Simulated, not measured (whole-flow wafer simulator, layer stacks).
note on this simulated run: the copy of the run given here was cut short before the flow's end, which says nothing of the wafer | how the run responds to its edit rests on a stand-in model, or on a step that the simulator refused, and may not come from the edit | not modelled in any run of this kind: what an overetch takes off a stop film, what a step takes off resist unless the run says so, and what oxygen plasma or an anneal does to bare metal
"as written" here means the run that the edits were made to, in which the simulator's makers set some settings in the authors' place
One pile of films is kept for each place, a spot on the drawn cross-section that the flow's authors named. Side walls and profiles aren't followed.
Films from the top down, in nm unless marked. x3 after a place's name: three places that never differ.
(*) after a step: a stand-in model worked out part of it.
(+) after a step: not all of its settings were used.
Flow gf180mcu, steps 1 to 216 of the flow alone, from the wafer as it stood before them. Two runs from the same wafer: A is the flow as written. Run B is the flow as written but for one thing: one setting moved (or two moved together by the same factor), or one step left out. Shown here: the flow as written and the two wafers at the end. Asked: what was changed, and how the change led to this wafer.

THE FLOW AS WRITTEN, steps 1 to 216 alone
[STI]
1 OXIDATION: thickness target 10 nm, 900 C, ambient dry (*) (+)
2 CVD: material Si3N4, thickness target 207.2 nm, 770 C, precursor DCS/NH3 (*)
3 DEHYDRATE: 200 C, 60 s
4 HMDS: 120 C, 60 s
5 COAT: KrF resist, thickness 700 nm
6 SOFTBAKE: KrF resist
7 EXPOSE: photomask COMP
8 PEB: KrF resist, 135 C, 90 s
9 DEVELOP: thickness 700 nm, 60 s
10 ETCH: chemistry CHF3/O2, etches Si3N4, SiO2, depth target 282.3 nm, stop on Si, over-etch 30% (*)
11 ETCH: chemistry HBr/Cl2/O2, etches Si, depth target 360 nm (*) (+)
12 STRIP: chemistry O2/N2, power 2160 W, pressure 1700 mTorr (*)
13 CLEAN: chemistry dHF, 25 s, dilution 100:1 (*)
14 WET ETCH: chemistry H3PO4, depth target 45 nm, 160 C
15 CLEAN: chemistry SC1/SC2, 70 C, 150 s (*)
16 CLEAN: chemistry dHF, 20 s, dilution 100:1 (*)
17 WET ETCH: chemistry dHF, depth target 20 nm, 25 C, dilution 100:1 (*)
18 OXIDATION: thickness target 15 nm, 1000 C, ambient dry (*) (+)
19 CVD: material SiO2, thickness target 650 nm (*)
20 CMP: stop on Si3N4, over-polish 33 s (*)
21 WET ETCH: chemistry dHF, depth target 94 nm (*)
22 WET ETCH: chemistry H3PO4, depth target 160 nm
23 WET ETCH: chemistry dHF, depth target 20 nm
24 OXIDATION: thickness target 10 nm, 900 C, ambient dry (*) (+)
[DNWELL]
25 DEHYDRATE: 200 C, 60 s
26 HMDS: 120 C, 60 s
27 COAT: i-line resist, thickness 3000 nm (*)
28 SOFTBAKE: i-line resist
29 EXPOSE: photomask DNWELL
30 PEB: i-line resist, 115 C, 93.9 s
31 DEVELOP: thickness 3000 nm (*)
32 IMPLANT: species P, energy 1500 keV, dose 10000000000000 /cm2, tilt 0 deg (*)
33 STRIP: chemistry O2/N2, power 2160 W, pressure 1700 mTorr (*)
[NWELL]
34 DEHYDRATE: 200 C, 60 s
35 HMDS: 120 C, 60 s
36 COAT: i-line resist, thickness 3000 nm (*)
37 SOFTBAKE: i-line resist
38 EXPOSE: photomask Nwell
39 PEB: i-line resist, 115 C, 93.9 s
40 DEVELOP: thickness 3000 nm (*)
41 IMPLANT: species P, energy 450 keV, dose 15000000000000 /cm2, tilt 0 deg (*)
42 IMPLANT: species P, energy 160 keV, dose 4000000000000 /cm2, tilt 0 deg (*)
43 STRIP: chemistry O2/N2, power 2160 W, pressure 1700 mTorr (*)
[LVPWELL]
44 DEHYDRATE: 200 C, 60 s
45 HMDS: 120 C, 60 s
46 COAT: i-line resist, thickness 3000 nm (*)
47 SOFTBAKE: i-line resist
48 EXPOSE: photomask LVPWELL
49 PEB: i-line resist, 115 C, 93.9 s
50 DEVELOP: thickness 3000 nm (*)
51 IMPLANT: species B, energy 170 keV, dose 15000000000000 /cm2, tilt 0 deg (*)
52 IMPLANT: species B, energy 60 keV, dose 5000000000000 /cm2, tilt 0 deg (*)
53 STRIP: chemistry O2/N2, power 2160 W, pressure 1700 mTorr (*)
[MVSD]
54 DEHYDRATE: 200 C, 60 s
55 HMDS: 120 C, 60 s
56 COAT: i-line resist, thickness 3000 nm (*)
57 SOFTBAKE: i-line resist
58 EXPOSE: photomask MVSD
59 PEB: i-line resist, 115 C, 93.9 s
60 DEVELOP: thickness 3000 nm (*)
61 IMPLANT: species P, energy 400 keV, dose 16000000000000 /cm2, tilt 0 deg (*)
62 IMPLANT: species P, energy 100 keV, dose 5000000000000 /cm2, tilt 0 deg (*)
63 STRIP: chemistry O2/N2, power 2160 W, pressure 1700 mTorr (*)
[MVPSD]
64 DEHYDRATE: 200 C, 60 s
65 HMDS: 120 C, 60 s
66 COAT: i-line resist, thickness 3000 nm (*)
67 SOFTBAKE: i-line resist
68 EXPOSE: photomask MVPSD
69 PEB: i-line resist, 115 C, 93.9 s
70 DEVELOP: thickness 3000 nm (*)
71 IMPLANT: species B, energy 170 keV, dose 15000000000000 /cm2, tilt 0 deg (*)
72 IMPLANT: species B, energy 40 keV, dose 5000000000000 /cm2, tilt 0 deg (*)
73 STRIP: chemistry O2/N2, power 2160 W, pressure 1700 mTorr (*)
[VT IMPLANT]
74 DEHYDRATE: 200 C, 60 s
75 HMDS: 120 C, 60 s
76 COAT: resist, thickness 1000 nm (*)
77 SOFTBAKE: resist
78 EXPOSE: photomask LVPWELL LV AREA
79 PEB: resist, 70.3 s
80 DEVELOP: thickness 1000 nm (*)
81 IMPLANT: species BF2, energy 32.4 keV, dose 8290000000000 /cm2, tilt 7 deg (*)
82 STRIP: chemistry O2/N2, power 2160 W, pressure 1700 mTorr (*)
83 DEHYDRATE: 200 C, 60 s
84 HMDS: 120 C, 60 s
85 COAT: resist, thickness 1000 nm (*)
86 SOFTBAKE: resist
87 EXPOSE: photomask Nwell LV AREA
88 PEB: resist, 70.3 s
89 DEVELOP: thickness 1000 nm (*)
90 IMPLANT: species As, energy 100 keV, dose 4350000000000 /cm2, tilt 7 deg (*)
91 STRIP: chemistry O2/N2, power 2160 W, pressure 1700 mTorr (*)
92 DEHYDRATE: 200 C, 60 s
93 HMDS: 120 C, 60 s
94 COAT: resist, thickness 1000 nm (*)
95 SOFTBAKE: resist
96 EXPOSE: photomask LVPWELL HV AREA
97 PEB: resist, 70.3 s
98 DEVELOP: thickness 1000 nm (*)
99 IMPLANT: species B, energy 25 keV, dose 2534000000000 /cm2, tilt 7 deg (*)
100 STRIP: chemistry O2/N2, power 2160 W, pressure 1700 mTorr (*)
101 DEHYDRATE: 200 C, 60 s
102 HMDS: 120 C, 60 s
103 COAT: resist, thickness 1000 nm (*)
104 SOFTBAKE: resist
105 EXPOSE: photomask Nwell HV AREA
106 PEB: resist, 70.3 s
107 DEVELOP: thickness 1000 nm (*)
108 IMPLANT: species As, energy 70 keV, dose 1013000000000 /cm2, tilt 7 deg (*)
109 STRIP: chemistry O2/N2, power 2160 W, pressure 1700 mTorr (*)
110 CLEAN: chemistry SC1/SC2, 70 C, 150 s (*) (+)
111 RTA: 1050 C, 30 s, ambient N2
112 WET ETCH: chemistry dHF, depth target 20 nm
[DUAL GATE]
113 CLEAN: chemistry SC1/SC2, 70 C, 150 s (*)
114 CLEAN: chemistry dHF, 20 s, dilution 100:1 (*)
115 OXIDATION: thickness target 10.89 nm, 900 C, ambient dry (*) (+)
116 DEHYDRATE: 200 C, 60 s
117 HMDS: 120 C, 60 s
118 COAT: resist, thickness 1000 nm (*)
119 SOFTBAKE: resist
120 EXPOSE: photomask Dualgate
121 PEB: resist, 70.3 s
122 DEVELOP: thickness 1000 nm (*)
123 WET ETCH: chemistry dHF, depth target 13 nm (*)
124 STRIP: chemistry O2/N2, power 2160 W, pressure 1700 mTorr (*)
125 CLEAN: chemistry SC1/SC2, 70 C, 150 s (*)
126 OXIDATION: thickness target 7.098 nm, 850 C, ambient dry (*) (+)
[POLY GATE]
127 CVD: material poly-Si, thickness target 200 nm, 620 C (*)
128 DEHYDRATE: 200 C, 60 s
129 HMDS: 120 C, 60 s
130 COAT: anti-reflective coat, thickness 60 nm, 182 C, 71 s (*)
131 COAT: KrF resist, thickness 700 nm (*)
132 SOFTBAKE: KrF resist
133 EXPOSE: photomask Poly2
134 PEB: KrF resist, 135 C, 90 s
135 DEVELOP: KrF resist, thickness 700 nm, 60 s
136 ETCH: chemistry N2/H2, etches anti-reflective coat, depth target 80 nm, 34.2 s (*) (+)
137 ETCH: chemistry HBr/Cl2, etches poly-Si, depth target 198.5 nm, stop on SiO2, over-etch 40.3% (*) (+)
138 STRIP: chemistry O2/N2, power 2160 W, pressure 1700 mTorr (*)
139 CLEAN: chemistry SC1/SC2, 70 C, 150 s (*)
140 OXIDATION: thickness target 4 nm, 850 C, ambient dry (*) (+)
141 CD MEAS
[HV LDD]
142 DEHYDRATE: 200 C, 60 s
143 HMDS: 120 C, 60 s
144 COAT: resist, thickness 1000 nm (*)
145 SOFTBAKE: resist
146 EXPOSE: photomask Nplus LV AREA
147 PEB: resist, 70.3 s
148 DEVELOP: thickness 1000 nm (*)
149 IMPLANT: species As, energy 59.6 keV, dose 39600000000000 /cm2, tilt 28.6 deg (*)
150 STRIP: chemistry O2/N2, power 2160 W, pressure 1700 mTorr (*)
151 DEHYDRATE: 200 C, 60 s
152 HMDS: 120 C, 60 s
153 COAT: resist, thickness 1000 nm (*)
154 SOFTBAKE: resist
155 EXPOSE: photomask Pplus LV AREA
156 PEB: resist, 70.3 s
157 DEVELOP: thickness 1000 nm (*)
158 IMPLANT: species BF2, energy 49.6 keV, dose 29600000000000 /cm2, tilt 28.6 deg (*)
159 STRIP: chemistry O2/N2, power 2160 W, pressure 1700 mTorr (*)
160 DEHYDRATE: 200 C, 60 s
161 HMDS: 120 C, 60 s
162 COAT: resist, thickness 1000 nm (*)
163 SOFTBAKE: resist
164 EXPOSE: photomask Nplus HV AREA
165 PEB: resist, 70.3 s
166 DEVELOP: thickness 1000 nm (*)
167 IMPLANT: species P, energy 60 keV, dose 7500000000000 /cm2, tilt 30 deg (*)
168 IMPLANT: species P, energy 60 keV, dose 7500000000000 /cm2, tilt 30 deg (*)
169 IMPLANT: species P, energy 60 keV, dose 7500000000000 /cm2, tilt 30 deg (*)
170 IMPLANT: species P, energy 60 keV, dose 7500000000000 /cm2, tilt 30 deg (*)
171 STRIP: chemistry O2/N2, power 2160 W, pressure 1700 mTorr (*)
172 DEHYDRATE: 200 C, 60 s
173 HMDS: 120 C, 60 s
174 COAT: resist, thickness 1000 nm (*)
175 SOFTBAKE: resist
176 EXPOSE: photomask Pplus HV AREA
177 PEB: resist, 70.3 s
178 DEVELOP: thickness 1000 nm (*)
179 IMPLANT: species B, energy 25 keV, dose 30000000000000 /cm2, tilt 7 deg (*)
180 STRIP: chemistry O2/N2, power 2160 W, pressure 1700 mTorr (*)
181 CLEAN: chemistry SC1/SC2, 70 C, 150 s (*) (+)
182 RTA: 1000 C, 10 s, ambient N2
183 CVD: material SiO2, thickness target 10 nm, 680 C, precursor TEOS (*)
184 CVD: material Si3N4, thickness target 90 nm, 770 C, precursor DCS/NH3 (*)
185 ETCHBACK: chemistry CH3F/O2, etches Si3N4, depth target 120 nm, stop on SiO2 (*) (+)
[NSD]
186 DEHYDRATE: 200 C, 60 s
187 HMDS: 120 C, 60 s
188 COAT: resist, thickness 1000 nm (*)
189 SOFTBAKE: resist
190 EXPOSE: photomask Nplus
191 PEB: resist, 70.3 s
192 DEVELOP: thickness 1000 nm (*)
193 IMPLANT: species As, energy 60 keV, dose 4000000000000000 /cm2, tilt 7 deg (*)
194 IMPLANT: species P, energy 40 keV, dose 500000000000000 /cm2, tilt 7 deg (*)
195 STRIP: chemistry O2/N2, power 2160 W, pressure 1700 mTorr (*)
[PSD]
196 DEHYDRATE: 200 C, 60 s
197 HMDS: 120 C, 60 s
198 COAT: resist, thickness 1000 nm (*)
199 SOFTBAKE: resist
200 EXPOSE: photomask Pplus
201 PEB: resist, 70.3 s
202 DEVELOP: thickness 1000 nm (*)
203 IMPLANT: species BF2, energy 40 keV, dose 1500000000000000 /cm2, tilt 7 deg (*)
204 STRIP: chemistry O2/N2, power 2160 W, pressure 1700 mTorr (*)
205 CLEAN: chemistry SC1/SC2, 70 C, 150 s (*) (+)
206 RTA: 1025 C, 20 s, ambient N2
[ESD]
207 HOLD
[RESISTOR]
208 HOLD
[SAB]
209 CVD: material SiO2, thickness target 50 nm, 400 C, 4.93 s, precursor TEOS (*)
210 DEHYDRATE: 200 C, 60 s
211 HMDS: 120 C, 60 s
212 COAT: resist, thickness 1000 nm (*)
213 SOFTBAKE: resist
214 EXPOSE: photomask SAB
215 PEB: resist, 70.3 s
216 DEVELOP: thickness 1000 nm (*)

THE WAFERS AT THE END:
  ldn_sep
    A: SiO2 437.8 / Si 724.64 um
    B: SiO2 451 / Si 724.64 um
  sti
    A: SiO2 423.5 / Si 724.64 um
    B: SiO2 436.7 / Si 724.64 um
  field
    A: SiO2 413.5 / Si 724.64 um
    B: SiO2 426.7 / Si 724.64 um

The cause: step 23, WET ETCH: depth target 9.8 nm was run, where the flow has depth target 20 nm.

How the change led to this, step by step:
  23 WET ETCH: chemistry dHF, depth target 20 nm
      field, field_sub, sti and 34 more: A SiO2 -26 | B SiO2 -12.7
  28 SOFTBAKE: i-line resist
      field: A i-line resist +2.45 | B i-line resist +3.41
      field_sub: A i-line resist +1.87 | B i-line resist +2.6
      (and at 40 more places)
  37 SOFTBAKE: i-line resist
      field: A i-line resist +2.45 | B i-line resist +3.41
      field_sub: A i-line resist +1.87 | B i-line resist +2.6
      (and at 40 more places)
  47 SOFTBAKE: i-line resist
      field: A i-line resist +2.45 | B i-line resist +3.41
      field_sub: A i-line resist +1.87 | B i-line resist +2.6
      (and at 40 more places)
  57 SOFTBAKE: i-line resist
      field: A i-line resist +2.45 | B i-line resist +3.41
      field_sub: A i-line resist +1.87 | B i-line resist +2.6
      (and at 40 more places)
  67 SOFTBAKE: i-line resist
      field: A i-line resist +2.45 | B i-line resist +3.41
      field_sub: A i-line resist +1.87 | B i-line resist +2.6
      (and at 40 more places)
  77 SOFTBAKE: resist
      field_sub__w2: A resist -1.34 | B resist -1.88
      gate_p_hv: A resist +1.75 | B resist +2.44
      (and at 2 more places)
  86 SOFTBAKE: resist
      field_sub__w2: A resist -1.34 | B resist -1.88
      gate_p_hv: A resist +1.75 | B resist +2.44
      (and at 2 more places)
  95 SOFTBAKE: resist
      field_sub__w2: A resist -1.34 | B resist -1.88
      gate_p_hv: A resist +1.75 | B resist +2.44
      (and at 2 more places)
  104 SOFTBAKE: resist
      field_sub__w2: A resist -1.34 | B resist -1.88
      gate_p_hv: A resist +1.75 | B resist +2.44
      (and at 2 more places)
  119 SOFTBAKE: resist
      field_sub: A resist -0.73 | B resist -1.33
      field_sub__w2: A resist -0.62 | B resist -1.16
      (and at 3 more places)
  130 COAT: anti-reflective coat, thickness 60 nm, 182 C, 71 s (*)
      p_well, spacer, sd_n: A anti-reflective coat +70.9 (new film) | B anti-reflective coat +83.6 (new film)
      ldn_fp, ldp_fp: A anti-reflective coat +48.5 (new film) | B anti-reflective coat +42.3 (new film)
      (and at 70 more places)
  136 ETCH: chemistry N2/H2, etches anti-reflective coat, depth target 80 nm, 34.2 s (*) (+)
      p_well, spacer, sd_n: A anti-reflective coat -70.9 (all of it), poly-Si -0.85 | B anti-reflective coat -83.6 (all of it), poly-Si -0.52
      field: A anti-reflective coat -61.5 (all of it), poly-Si -1.09 | B anti-reflective coat -57.2 (all of it), poly-Si -1.2
      (and at 49 more places)
  138 STRIP: chemistry O2/N2, power 2160 W, pressure 1700 mTorr (*)
      gate: A chemical SiO2 +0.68 (new film), KrF resist -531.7 (all of it), anti-reflective coat -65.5 (all of it), poly-Si -0.3 | B chemical SiO2 +0.68 (new film), KrF resist -532.6 (all of it), anti-reflective coat -71.2 (all of it), poly-Si -0.3
      gate_hv: A chemical SiO2 +0.68 (new film), KrF resist -528.4 (all of it), anti-reflective coat -61 (all of it), poly-Si -0.3 | B chemical SiO2 +0.68 (new film), KrF resist -531.3 (all of it), anti-reflective coat -63.2 (all of it), poly-Si -0.3
      (and at 20 more places)
  145 SOFTBAKE: resist
      field_sub: A resist +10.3 | B resist +9.71
      gate_p_hv: A resist -7.98 | B resist -7.22
      (and at 5 more places)
  154 SOFTBAKE: resist
      field_sub: A resist +10.3 | B resist +9.71
      gate_p_hv: A resist -7.98 | B resist -7.22
      (and at 5 more places)
  ... 5 more steps ...
  213 SOFTBAKE: resist
      field__w8: A resist -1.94 | B resist -1.43
      field_sub: A resist +11.7 | B resist +11.1
      (and at 8 more places)
